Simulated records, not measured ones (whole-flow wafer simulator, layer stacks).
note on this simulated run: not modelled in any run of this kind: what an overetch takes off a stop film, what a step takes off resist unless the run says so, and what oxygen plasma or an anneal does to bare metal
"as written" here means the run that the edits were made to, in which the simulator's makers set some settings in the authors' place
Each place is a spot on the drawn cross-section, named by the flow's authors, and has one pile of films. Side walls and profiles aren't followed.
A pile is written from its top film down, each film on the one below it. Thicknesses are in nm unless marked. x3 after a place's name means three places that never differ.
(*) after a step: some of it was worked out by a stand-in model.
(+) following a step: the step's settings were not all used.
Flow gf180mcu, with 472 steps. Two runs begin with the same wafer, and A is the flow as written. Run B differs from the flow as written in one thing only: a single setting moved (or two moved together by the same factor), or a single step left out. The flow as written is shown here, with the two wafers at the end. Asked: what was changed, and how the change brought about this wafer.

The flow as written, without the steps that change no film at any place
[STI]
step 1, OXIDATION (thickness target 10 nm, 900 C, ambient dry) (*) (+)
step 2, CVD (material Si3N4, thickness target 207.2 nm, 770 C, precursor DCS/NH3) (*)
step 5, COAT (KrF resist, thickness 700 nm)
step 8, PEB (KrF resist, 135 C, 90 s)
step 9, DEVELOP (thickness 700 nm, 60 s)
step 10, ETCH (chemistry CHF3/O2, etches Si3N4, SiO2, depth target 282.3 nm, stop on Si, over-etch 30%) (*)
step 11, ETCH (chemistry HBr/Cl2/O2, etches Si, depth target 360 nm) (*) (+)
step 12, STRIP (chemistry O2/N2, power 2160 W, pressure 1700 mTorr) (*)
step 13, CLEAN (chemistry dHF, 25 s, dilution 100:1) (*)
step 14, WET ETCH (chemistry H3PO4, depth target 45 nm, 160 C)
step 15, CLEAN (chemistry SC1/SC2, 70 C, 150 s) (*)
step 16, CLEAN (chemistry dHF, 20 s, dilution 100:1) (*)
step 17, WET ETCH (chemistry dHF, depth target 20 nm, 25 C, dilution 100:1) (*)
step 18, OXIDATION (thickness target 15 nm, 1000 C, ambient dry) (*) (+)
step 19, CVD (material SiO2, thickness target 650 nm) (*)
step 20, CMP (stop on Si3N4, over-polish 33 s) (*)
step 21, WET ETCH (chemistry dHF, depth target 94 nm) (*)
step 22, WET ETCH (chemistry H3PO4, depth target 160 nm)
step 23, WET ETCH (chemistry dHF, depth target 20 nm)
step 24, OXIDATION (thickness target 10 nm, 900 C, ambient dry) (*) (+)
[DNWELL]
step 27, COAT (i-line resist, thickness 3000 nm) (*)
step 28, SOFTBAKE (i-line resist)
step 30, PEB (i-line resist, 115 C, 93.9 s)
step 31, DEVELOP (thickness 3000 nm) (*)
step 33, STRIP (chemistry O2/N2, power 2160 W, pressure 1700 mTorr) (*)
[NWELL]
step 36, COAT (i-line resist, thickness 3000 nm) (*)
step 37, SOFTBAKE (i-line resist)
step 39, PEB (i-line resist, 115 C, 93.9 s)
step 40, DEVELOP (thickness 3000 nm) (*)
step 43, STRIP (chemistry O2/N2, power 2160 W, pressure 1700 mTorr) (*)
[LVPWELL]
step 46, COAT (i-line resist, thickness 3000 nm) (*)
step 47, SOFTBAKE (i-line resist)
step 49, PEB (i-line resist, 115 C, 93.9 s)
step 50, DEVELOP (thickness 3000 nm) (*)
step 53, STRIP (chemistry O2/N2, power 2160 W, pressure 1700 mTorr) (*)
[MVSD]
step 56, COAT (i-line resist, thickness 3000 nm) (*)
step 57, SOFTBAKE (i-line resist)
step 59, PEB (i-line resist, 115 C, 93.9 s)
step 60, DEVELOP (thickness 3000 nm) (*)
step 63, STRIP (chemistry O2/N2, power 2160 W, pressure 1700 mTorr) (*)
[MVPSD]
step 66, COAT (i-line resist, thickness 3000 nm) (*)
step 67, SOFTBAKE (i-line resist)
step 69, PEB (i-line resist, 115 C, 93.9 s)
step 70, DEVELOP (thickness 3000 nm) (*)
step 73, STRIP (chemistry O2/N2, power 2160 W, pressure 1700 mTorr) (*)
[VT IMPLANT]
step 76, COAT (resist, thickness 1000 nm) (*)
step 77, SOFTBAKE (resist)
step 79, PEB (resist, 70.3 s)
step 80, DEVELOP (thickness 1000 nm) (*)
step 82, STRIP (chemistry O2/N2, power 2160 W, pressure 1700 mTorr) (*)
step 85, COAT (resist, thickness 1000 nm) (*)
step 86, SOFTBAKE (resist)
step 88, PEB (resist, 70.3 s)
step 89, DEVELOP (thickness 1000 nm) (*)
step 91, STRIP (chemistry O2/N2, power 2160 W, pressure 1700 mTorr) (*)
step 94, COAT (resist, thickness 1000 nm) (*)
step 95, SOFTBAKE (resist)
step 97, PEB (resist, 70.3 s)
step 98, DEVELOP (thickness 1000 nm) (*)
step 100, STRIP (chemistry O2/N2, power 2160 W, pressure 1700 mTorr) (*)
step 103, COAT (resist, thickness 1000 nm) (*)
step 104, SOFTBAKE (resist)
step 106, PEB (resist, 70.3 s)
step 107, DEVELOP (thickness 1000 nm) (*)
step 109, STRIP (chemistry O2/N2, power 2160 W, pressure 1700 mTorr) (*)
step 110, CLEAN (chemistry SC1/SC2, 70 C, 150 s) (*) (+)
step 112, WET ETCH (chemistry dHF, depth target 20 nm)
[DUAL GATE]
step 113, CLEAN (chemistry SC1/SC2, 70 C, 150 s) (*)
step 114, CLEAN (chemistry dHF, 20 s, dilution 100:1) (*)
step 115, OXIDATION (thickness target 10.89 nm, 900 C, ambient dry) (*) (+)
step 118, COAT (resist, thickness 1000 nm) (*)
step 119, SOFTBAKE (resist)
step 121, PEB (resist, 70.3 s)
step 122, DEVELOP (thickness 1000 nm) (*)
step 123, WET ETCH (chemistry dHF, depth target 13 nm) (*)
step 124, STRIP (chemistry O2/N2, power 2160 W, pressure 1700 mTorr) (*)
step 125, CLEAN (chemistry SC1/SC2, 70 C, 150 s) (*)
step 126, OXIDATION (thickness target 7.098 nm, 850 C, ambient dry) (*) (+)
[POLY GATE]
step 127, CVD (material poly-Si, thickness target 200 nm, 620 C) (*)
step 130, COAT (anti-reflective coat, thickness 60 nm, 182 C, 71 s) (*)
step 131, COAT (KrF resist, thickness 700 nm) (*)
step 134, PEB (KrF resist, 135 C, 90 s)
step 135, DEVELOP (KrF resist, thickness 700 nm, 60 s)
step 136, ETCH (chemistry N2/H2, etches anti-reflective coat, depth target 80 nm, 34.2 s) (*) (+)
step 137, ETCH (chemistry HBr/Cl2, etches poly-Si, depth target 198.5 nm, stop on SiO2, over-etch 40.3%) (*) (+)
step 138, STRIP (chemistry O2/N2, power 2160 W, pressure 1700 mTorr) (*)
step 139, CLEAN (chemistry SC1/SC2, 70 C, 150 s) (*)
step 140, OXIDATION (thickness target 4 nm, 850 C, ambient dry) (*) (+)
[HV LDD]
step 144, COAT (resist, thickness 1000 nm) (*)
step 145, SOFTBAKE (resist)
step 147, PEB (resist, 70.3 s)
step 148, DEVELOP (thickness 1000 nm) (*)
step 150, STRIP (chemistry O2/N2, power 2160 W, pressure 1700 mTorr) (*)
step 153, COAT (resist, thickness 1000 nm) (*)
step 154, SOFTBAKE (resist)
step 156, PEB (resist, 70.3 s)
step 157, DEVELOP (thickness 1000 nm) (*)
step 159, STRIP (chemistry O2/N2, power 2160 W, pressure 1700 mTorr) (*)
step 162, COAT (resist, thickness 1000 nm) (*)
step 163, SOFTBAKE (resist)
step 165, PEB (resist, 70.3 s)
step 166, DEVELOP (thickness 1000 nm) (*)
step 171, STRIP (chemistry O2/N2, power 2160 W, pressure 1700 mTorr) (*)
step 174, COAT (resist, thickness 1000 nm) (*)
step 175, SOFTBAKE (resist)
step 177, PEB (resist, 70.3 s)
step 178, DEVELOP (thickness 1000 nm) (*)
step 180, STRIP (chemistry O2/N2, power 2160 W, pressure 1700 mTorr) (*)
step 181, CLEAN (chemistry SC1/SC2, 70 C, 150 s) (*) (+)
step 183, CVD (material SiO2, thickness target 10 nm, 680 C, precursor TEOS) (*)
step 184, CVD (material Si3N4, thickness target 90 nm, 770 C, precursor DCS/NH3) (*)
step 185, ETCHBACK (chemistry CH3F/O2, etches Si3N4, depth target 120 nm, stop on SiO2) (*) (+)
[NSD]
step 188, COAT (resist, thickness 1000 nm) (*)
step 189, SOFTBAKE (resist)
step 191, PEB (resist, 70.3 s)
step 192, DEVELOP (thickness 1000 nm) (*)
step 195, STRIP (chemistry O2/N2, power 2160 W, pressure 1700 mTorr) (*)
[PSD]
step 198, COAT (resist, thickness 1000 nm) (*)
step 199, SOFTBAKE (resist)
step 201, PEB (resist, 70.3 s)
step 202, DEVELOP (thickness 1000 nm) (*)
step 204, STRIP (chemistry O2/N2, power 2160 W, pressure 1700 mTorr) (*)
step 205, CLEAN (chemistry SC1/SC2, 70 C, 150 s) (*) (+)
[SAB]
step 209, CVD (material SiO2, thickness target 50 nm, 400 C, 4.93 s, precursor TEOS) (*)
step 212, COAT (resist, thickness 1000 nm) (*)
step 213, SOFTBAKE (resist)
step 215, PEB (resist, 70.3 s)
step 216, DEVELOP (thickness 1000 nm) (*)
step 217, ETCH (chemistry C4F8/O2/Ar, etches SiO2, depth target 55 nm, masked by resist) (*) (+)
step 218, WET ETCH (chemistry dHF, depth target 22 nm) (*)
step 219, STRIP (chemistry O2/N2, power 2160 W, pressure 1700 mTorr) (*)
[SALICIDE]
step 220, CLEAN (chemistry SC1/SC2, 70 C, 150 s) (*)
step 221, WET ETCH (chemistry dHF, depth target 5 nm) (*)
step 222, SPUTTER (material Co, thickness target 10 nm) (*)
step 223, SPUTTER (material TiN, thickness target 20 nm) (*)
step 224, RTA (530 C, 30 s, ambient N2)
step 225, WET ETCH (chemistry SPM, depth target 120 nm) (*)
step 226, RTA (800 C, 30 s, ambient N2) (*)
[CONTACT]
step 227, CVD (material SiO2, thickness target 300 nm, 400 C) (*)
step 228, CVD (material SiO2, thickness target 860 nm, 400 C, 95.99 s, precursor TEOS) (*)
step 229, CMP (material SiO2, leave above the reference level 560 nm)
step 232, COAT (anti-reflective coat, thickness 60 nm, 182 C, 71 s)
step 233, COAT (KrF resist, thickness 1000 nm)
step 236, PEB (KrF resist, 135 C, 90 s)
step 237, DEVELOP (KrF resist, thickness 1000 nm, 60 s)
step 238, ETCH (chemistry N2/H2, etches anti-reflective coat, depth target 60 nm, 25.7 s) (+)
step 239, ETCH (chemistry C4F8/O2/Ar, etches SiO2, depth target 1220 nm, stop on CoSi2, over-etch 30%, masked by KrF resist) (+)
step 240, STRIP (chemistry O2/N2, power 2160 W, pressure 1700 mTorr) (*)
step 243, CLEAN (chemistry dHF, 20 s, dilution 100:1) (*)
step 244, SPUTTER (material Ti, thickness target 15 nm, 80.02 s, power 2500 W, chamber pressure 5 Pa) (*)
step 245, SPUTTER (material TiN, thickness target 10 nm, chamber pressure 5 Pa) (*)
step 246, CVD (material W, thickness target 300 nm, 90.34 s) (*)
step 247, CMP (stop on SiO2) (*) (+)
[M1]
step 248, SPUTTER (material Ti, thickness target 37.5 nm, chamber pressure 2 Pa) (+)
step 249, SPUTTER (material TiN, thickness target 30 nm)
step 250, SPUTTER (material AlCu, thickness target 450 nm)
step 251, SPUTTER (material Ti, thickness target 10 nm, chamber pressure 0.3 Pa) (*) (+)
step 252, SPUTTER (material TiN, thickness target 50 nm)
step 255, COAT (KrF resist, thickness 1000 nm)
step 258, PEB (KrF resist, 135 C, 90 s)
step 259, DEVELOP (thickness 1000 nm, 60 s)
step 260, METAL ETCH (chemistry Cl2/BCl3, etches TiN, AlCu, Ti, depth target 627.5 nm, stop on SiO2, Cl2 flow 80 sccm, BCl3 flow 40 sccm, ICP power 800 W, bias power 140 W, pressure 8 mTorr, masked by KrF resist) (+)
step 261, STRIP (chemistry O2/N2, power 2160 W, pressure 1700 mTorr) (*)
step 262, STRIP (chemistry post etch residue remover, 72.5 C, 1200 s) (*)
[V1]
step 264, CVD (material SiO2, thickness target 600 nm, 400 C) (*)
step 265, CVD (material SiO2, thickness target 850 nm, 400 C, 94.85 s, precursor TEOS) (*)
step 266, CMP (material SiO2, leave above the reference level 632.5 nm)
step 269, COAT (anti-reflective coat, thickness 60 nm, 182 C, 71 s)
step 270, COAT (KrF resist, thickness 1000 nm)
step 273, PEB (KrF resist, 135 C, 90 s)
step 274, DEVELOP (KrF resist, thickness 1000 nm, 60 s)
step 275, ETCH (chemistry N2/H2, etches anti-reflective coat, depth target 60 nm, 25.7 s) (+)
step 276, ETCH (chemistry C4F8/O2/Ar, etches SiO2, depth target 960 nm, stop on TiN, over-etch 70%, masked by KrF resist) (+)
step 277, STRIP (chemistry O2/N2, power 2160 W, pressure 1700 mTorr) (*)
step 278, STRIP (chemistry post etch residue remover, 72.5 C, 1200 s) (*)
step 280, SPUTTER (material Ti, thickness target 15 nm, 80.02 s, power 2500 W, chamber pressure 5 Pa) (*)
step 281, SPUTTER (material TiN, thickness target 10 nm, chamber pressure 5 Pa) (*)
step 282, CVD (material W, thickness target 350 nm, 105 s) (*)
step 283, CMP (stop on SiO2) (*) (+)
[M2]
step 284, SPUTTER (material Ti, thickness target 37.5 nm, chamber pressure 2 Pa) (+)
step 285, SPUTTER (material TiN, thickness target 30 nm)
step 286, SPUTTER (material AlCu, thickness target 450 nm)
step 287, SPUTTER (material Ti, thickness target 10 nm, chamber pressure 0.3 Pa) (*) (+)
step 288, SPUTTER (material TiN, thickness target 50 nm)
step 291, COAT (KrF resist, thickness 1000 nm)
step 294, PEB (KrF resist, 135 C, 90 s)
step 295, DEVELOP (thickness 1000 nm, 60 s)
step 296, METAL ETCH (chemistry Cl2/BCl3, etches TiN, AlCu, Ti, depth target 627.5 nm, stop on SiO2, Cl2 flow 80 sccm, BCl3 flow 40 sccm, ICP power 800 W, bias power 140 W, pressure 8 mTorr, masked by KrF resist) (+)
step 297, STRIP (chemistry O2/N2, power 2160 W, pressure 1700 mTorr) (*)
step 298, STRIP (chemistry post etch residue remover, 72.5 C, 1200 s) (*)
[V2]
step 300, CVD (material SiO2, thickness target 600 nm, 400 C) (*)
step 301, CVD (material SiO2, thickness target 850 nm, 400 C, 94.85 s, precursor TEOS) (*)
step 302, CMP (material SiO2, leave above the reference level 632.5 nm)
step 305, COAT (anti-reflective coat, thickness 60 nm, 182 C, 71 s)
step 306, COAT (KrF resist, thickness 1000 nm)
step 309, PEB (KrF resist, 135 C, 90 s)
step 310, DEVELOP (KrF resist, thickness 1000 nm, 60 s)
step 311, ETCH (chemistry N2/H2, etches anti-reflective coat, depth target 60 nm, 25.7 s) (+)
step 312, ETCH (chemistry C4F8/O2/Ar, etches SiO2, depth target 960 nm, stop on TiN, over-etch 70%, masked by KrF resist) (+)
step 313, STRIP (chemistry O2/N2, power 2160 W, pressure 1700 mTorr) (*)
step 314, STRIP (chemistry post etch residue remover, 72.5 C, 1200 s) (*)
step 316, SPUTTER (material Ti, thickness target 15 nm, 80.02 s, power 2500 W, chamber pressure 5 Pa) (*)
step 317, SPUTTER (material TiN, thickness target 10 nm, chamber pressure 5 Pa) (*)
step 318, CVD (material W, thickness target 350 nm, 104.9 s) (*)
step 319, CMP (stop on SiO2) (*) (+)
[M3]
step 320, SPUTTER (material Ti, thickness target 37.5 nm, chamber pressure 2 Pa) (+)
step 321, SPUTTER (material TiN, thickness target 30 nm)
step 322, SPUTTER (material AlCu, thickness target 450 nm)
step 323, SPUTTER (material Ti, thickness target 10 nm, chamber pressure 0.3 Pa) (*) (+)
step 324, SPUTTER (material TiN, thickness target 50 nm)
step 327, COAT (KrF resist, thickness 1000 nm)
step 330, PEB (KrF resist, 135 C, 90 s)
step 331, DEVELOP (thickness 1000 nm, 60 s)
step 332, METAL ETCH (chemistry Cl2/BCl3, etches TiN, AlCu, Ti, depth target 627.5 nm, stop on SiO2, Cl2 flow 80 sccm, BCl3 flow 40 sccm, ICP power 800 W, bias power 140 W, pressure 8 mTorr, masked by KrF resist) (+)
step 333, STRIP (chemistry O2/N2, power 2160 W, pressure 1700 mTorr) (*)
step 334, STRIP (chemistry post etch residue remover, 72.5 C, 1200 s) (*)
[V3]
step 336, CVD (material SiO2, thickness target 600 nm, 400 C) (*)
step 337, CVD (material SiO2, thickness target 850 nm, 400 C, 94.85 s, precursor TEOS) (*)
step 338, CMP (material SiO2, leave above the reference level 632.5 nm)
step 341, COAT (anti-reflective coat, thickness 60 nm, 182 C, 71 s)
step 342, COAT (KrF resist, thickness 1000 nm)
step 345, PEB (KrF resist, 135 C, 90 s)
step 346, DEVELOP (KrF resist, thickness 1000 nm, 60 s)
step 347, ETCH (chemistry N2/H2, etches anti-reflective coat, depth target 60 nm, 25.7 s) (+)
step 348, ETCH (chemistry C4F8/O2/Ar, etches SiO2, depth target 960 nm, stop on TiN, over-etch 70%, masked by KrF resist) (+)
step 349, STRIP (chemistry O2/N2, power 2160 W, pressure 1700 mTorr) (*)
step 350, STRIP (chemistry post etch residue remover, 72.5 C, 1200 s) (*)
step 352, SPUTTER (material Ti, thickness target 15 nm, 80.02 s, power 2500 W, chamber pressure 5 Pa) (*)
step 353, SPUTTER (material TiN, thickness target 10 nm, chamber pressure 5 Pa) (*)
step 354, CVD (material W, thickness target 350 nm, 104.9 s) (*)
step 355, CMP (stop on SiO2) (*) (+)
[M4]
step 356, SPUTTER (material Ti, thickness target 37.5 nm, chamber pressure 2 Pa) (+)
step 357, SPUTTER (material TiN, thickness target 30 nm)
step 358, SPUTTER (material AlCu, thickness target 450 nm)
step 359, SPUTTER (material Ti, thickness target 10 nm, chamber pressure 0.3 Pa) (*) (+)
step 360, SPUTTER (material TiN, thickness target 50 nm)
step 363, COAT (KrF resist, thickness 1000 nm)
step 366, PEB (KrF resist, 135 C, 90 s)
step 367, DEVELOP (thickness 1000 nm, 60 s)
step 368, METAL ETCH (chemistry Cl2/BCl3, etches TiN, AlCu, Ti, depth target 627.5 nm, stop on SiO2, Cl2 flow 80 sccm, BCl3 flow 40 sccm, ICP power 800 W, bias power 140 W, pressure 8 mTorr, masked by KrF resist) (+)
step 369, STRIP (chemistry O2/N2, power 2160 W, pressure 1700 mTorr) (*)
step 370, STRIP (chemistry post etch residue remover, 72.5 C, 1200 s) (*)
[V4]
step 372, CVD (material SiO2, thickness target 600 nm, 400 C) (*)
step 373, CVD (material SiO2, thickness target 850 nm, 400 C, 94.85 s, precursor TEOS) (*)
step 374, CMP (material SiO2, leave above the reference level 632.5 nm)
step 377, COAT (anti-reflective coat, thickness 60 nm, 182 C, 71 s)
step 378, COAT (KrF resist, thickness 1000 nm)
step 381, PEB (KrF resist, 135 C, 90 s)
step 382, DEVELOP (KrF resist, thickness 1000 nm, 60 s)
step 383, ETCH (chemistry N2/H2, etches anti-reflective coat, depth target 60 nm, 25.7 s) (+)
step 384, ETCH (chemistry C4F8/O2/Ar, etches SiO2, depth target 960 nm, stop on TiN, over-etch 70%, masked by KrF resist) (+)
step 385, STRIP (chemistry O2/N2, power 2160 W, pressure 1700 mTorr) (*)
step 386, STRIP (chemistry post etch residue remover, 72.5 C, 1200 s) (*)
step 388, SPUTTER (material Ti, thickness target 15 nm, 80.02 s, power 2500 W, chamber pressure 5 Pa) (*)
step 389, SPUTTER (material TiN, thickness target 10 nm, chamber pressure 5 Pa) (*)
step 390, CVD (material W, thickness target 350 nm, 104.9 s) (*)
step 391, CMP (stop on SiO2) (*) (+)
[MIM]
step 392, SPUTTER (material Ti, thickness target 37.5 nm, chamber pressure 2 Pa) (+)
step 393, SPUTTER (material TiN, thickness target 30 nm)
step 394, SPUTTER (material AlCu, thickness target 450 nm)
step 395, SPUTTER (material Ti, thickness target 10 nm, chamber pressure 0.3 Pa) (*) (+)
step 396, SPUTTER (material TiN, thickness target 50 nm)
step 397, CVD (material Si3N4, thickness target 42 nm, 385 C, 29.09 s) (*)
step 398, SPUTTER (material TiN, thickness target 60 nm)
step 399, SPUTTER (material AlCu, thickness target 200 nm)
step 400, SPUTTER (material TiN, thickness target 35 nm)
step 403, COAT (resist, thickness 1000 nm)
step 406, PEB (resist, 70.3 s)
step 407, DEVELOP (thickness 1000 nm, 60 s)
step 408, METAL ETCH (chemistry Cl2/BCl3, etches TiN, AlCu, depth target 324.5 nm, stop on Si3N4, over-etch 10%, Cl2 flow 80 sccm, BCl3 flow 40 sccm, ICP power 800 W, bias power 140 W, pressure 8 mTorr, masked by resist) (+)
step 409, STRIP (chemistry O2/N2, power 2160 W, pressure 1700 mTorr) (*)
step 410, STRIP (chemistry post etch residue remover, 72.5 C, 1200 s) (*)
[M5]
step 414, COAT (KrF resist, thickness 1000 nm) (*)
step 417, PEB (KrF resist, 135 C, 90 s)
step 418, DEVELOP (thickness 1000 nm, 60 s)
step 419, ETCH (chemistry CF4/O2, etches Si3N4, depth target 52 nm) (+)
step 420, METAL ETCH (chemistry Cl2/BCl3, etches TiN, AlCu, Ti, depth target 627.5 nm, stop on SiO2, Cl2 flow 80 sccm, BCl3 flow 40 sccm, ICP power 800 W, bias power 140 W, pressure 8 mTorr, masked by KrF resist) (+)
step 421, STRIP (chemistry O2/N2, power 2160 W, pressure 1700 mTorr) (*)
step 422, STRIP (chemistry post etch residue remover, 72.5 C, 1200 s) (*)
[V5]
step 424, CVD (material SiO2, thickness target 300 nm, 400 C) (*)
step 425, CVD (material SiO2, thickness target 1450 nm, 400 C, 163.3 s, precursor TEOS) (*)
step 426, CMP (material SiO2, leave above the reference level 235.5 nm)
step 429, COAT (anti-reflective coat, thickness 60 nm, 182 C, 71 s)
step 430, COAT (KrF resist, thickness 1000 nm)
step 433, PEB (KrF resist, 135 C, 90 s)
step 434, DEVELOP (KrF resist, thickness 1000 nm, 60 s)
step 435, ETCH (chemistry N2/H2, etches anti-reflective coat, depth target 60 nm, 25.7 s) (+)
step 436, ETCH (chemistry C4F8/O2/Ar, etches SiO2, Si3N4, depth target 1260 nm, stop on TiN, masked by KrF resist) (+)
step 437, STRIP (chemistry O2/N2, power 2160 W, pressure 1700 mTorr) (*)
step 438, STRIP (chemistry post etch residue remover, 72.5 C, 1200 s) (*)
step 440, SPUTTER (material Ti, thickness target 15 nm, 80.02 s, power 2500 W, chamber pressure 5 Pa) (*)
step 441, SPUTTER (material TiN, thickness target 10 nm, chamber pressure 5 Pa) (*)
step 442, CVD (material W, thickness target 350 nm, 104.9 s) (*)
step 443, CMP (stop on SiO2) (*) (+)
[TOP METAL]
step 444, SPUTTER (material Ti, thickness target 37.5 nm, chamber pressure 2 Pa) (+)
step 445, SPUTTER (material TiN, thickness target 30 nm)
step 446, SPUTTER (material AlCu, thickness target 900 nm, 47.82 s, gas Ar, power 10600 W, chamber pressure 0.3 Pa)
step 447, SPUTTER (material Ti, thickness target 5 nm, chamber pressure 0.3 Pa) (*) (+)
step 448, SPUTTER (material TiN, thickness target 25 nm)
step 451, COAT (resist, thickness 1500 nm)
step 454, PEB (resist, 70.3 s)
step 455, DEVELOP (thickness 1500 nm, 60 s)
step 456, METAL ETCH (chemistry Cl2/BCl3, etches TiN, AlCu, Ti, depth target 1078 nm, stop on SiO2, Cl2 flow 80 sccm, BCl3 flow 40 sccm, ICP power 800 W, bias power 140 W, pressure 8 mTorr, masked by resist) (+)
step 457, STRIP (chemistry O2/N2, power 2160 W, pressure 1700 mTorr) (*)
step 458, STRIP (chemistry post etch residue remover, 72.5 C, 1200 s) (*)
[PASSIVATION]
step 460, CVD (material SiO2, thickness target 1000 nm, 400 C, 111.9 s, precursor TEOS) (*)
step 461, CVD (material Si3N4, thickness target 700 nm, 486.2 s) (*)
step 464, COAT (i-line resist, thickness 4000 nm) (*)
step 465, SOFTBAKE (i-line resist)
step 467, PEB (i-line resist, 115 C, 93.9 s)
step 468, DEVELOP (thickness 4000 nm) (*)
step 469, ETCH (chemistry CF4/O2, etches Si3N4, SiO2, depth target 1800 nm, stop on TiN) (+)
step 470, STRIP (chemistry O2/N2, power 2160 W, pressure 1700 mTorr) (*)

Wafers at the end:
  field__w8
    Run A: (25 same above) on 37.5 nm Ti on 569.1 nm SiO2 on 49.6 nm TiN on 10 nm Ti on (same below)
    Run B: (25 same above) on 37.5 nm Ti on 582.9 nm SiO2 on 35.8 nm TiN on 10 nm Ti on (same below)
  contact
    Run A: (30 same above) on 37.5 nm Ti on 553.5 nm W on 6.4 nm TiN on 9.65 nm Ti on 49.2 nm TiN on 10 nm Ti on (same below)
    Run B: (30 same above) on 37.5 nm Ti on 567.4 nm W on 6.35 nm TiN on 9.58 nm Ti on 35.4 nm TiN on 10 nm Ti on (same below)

Cause: step 288, SPUTTER: thickness target 36.2 nm was run, though the flow has thickness target 50 nm.

The path from the change to this, step by step:
  step 288, SPUTTER (material TiN, thickness target 50 nm)
      field, field__w1, field__w2 and 108 more: A TiN gains 50 (new film) | B TiN gains 36.2 (new film)
  step 296, METAL ETCH (chemistry Cl2/BCl3, etches TiN, AlCu, Ti, depth target 627.5 nm, stop on SiO2, Cl2 flow 80 sccm, BCl3 flow 40 sccm, ICP power 800 W, bias power 140 W, pressure 8 mTorr, masked by KrF resist) (+)
      field, field__w1, field__w2 and 103 more: A TiN loses 50 (all of it), Ti loses 10 (all of it), AlCu loses 450 (all of it), TiN loses 30 (all of it), Ti loses 37.5 (all of it) | B TiN loses 36.2 (all of it), Ti loses 10 (all of it), AlCu loses 450 (all of it), TiN loses 30 (all of it), Ti loses 37.5 (all of it)
  step 312, ETCH (chemistry C4F8/O2/Ar, etches SiO2, depth target 960 nm, stop on TiN, over-etch 70%, masked by KrF resist) (+)
      contact: A SiO2 loses 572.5 (all of it) | B SiO2 loses 586.3 (all of it)
